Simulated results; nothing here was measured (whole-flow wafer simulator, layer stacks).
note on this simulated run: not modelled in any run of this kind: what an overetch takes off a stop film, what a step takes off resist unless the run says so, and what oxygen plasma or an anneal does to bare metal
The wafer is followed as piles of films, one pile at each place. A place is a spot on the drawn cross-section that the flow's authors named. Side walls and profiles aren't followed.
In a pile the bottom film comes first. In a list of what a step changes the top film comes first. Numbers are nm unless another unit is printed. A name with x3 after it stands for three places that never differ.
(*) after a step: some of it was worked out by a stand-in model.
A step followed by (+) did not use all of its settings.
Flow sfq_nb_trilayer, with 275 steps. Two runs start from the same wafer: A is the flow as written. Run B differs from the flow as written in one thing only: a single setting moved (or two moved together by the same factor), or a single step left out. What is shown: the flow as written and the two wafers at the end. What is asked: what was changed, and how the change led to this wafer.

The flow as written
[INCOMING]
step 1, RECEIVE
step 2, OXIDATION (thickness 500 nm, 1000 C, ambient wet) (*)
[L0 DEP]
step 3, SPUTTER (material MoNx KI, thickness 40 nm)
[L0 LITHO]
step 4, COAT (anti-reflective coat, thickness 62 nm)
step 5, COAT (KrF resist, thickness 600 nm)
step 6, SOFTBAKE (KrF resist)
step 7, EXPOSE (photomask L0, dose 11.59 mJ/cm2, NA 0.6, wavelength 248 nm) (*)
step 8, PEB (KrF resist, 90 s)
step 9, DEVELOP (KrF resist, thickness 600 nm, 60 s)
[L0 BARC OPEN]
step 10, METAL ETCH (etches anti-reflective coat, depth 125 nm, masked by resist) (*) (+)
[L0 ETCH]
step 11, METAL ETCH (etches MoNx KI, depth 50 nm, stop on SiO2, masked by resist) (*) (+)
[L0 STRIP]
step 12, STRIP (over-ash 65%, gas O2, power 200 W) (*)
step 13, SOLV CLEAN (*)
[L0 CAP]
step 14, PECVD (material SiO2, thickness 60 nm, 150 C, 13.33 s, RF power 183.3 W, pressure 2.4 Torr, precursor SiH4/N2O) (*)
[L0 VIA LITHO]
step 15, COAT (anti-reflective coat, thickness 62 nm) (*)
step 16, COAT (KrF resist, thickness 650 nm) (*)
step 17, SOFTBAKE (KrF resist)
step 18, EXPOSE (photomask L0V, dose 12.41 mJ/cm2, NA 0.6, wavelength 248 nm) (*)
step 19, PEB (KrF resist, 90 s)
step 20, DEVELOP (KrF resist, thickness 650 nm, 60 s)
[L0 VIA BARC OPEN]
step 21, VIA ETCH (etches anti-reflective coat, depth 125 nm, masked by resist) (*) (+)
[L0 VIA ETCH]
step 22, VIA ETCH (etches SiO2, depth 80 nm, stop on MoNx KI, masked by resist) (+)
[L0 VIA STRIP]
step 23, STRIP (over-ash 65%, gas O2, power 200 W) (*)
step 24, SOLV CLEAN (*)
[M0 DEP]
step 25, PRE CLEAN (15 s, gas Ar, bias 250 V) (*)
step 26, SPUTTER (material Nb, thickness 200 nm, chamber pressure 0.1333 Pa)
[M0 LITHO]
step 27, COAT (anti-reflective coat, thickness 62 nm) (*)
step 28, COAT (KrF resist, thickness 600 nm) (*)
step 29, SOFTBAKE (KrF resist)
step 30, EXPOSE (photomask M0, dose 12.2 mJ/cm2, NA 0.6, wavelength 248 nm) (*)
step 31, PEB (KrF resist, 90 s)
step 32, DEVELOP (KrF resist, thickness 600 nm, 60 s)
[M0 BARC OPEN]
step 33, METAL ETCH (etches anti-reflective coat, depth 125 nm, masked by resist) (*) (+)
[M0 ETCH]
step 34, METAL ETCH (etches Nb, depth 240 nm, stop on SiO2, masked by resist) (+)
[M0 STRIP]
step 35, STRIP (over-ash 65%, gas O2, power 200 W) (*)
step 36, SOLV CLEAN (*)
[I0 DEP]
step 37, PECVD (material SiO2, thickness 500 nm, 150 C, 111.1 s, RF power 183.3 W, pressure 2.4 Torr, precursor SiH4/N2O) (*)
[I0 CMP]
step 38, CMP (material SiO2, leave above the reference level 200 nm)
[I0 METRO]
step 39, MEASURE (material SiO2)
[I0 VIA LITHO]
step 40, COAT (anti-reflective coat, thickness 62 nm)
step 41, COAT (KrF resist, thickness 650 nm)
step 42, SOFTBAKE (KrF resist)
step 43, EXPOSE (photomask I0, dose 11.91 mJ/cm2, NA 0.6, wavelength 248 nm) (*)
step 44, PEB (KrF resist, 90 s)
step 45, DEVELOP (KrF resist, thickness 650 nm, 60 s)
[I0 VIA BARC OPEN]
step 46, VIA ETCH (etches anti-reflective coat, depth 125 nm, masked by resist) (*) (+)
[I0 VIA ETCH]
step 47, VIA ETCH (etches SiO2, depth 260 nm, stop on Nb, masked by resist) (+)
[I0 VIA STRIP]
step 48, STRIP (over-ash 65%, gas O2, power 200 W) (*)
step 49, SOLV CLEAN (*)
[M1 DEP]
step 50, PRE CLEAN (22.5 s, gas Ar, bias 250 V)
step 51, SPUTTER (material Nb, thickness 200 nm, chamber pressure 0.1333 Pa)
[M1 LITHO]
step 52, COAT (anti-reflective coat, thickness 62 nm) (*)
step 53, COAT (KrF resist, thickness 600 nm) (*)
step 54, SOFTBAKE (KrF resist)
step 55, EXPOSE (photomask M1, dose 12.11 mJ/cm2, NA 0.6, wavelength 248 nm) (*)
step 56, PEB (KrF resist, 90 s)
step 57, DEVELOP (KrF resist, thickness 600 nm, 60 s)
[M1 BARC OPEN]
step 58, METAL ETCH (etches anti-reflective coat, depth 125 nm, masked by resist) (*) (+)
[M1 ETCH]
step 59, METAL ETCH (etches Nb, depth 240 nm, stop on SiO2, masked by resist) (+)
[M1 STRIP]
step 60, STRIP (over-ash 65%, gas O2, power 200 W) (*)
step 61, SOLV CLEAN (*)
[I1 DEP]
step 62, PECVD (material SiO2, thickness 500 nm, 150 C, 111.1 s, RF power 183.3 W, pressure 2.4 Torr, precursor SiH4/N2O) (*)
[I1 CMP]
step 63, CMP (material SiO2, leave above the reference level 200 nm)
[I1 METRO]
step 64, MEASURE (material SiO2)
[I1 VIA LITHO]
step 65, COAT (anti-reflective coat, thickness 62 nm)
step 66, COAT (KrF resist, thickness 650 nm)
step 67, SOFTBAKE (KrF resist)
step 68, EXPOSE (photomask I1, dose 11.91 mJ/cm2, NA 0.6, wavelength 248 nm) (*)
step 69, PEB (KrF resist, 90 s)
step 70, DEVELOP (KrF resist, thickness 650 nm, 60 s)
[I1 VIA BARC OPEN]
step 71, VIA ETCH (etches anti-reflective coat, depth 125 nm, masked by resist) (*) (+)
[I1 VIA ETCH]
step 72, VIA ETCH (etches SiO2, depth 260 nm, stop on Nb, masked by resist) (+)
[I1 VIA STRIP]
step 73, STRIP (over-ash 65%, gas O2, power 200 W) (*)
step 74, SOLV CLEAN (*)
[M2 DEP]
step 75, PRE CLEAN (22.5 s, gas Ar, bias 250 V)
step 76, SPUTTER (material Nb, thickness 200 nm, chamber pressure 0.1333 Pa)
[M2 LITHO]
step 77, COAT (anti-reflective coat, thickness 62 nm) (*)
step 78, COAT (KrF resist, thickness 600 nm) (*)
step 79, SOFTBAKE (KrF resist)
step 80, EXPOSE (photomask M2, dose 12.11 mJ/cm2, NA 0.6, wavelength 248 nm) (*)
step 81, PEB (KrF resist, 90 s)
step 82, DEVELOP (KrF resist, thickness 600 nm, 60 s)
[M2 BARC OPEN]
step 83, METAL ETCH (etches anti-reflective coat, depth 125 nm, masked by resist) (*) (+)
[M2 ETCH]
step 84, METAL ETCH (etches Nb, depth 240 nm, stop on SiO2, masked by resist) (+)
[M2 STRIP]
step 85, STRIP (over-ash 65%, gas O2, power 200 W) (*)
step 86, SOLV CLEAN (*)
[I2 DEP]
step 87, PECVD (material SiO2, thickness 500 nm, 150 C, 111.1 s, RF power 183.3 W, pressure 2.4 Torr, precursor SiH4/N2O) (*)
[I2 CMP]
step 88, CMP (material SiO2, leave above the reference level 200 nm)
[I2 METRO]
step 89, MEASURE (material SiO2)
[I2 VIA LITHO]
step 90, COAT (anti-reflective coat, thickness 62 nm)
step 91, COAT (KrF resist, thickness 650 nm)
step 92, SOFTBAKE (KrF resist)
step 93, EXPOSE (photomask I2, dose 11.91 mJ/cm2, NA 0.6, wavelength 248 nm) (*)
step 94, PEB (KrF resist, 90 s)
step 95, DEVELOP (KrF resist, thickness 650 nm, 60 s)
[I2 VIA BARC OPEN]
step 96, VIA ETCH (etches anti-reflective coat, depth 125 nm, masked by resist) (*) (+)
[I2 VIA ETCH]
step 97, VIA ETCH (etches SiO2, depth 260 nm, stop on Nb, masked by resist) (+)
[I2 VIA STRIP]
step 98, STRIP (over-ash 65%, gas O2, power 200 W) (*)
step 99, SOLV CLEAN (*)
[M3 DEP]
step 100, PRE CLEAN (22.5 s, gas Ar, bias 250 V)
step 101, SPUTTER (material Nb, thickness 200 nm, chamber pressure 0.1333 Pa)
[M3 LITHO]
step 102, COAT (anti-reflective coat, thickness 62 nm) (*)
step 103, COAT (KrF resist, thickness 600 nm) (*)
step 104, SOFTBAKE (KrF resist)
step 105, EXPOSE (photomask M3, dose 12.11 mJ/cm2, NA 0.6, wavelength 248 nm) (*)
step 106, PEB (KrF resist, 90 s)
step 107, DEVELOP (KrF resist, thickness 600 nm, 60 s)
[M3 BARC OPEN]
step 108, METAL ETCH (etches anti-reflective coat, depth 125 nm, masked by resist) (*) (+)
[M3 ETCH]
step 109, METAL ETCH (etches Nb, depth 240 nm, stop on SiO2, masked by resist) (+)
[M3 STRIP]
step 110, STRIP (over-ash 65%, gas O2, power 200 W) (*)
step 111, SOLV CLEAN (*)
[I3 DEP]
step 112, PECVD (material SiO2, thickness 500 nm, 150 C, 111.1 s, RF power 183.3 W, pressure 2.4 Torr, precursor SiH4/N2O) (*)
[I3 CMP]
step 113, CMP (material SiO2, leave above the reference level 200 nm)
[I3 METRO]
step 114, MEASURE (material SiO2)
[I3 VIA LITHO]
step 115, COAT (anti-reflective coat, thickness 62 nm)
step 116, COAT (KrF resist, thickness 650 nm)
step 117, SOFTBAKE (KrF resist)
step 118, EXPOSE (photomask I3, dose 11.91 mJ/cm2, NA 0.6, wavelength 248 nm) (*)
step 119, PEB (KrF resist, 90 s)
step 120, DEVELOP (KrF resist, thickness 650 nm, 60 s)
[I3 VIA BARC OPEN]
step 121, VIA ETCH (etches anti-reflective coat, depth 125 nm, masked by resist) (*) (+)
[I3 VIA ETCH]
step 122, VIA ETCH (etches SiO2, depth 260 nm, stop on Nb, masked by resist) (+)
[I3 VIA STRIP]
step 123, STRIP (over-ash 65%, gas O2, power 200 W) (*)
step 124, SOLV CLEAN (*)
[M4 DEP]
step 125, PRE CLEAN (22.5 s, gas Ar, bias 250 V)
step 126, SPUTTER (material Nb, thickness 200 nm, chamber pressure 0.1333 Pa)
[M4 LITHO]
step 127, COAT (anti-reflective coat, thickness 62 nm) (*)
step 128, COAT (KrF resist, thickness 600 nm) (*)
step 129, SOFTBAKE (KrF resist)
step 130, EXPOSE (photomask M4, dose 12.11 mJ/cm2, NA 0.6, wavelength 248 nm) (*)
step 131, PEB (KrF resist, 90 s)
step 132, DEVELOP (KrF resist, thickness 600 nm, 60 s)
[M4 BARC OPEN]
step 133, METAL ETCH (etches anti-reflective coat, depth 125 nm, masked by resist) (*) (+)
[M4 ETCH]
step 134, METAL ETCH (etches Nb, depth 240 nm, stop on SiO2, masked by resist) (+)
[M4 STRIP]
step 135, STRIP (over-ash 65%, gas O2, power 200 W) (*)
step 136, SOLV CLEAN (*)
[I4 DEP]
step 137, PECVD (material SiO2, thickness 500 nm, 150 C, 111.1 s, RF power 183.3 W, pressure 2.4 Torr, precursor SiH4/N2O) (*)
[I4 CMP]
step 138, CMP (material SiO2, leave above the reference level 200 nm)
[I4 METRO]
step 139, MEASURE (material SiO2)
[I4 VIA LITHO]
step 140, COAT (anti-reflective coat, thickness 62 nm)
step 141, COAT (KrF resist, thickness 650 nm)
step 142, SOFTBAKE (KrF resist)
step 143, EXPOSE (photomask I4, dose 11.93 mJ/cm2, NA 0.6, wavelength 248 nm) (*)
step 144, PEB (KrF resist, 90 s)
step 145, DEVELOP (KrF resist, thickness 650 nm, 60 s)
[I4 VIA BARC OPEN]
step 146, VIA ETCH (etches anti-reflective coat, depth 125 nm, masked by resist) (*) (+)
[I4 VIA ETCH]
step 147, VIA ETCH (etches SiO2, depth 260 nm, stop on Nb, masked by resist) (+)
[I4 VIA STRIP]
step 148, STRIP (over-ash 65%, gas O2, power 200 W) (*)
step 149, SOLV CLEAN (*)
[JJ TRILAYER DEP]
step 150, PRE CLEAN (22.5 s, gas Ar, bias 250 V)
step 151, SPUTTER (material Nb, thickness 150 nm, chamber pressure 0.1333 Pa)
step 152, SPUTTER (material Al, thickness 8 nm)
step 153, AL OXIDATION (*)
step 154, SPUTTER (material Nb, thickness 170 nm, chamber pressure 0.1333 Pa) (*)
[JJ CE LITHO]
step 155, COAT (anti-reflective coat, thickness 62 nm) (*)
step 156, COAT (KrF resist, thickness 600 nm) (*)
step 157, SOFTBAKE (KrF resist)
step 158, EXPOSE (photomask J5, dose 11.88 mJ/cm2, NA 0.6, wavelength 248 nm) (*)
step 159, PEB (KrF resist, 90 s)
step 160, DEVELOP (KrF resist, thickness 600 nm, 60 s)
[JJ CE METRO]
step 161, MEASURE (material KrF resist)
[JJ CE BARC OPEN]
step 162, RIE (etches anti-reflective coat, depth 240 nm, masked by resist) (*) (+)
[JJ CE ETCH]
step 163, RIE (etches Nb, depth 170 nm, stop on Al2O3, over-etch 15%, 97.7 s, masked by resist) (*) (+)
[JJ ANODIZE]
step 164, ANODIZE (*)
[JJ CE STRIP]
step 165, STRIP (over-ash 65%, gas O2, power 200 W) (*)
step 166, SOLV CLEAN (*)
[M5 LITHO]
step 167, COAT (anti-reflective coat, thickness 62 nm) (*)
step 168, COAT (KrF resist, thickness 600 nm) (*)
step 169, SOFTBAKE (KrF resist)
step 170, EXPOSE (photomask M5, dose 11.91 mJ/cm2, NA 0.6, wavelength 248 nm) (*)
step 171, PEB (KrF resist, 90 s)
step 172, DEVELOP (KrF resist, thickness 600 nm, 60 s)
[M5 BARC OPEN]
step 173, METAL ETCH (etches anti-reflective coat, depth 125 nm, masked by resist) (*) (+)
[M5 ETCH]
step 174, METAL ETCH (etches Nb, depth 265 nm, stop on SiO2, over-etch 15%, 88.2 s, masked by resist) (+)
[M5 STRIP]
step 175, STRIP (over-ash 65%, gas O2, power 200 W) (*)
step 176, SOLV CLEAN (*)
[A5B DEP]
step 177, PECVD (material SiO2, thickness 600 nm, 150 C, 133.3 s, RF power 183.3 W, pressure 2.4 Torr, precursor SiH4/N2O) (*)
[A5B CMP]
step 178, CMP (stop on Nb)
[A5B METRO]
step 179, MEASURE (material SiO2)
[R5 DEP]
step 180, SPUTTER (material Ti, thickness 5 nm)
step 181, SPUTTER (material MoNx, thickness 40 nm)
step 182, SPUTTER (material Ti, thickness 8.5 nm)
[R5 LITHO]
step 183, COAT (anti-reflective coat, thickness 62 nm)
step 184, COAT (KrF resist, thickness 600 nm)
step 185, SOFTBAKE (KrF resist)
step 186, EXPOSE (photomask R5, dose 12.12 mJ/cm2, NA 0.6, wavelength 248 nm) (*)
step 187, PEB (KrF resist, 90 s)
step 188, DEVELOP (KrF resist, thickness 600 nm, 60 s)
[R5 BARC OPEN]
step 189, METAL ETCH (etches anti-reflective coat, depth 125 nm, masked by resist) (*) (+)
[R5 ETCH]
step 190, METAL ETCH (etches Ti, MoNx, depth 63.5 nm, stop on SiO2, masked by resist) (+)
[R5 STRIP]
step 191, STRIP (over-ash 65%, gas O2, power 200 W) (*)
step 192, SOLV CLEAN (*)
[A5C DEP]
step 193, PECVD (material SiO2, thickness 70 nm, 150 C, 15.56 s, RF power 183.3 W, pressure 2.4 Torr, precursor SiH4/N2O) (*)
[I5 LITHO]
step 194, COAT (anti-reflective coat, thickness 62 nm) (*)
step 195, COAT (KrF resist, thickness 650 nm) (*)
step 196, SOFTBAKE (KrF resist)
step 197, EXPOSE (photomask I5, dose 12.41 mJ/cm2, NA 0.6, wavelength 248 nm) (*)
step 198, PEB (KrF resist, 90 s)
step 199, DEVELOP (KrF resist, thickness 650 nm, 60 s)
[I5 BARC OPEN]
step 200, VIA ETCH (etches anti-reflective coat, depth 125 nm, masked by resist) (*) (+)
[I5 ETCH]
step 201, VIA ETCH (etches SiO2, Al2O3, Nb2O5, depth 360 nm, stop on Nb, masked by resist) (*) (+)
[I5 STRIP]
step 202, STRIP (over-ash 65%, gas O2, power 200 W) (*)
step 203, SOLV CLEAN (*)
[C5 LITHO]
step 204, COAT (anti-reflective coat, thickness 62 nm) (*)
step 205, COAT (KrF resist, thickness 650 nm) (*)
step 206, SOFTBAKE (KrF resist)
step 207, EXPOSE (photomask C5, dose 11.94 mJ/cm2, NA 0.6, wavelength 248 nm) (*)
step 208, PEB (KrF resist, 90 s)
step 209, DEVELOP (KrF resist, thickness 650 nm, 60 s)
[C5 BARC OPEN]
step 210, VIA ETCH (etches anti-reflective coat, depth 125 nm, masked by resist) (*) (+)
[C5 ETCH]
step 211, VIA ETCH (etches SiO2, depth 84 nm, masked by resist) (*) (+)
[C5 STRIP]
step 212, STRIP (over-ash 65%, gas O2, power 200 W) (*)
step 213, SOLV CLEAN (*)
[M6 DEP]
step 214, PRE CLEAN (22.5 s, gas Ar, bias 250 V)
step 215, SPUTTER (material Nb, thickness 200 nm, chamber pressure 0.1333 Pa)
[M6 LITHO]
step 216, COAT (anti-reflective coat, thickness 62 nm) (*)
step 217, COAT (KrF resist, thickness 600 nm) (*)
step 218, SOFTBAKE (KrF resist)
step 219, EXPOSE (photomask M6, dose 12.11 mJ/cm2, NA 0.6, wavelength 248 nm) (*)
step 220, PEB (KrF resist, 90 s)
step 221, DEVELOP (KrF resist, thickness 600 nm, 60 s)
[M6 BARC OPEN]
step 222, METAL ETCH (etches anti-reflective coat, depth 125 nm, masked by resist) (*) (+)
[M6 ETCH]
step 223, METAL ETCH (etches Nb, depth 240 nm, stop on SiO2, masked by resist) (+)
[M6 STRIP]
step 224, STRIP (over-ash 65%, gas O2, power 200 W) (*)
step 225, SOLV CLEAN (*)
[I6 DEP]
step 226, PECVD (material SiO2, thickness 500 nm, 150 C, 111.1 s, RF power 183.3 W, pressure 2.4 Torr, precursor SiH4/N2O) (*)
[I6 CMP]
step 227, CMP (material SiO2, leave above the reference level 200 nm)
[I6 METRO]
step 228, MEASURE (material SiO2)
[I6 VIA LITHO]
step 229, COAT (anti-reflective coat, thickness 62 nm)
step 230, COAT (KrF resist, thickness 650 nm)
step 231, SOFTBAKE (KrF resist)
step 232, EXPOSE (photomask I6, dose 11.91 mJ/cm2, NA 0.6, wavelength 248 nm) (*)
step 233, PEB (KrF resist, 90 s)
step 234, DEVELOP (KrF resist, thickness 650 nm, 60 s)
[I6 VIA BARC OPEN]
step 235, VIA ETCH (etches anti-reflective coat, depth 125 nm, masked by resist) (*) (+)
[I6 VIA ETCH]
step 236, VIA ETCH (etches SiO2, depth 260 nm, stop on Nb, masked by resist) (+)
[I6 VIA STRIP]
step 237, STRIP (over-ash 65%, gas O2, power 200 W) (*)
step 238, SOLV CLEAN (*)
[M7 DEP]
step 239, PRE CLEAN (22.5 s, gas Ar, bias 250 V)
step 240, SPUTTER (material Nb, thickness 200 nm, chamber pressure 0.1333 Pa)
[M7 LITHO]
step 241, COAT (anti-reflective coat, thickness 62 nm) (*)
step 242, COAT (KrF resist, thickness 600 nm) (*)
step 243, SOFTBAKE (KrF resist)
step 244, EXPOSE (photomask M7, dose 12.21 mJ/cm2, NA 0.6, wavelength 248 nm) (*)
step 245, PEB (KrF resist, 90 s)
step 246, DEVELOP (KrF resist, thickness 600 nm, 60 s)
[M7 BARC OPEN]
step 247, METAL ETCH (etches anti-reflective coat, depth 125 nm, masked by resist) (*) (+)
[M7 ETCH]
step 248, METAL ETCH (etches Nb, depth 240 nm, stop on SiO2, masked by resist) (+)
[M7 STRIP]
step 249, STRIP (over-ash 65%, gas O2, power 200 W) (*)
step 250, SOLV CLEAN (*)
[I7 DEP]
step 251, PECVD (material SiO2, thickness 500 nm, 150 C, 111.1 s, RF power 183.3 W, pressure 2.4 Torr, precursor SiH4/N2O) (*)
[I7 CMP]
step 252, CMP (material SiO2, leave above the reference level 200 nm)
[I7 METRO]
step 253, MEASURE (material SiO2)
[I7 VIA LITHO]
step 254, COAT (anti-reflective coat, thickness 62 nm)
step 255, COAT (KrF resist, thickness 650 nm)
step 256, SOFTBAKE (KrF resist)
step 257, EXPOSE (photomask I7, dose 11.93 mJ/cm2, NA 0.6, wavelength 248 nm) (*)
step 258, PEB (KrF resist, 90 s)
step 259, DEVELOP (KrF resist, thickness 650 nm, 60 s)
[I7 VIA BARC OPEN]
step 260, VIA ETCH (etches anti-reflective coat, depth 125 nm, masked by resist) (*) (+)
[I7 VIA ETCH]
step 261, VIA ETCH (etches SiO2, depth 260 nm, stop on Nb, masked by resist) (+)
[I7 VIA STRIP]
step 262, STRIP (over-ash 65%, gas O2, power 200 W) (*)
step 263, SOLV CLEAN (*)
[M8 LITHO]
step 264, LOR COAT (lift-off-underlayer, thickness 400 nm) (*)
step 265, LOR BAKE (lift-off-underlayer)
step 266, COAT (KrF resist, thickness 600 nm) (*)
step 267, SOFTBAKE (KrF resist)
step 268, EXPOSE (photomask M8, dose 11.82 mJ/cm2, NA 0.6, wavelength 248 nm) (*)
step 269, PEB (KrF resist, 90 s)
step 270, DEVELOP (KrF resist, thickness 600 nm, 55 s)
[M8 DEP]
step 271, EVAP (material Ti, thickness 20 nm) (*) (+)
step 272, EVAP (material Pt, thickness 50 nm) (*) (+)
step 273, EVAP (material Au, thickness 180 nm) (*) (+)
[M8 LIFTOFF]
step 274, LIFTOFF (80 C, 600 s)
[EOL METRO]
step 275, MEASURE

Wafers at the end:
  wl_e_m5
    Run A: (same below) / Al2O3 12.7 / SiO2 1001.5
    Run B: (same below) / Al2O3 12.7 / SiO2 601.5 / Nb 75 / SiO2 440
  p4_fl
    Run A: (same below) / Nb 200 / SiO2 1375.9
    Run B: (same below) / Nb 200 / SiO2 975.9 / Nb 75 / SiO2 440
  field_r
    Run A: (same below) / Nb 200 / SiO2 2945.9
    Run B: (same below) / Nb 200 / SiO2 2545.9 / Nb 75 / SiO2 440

Cause: step 240, SPUTTER: thickness 315 nm was run, while the flow as written has thickness 200 nm.

How this came from the change, step by step:
  step 240, SPUTTER (material Nb, thickness 200 nm, chamber pressure 0.1333 Pa)
      field_l, v_sur, via_wl and 102 more: A Nb gains 200 (new film) | B Nb gains 315 (new film)
      via_v: A Nb gains 161.1 | B Nb gains 254.5
  step 241, COAT (anti-reflective coat, thickness 62 nm) (*)
      via_v: A anti-reflective coat gains 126 (new film) | B anti-reflective coat gains 130.3 (new film)
  step 248, METAL ETCH (etches Nb, depth 240 nm, stop on SiO2, masked by resist) (+)
      field_l, field_r, lsp_l and 62 more: A Nb loses 200 (all of it) | B Nb loses 240
  step 249, STRIP (over-ash 65%, gas O2, power 200 W) (*)
      via_v: A KrF resist loses 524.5 (all of it), anti-reflective coat loses 126 (all of it) | B KrF resist loses 538.9 (all of it), anti-reflective coat loses 130.3 (all of it)
  step 251, PECVD (material SiO2, thickness 500 nm, 150 C, 111.1 s, RF power 183.3 W, pressure 2.4 Torr, precursor SiH4/N2O) (*)
      field_l, p4_fl, p4_fm and 56 more: A SiO2 gains 500 | B SiO2 gains 500 (new film)
      field_r, lsp_l: A SiO2 gains 477.7 | B SiO2 gains 473.2 (new film)
      (also at 4 further places)
  step 252, CMP (material SiO2, leave above the reference level 200 nm)
      field_l, p4_fl, p4_fm and 56 more: A SiO2 loses 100 | B SiO2 loses 60
      field_r, lsp_l: A SiO2 loses 77.7 | B SiO2 loses 33.2
      (also at 3 further places)
Taking metal films that touch as one body, wl_e_m5 has 7 bodies (between them, from the top down: SiO2 601.5 / Al2O3 12.7 / Nb2O5 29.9; SiO2 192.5; SiO2 192.5; SiO2 192.5; SiO2 192.5; SiO2 192.5); the flow as written gives 6 bodies (between them, from the top down: SiO2 192.5; SiO2 192.5; SiO2 192.5; SiO2 192.5; SiO2 192.5).
Taking metal films that touch as one body, p4_fl has 3 bodies (between them, from the top down: SiO2 975.9; SiO2 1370); the flow as written gives 2 bodies (between them, from the top down: SiO2 1370).
Taking metal films that touch as one body, field_r has 2 bodies (between them, from the top down: SiO2 2545.9); the flow as written gives 1 body.
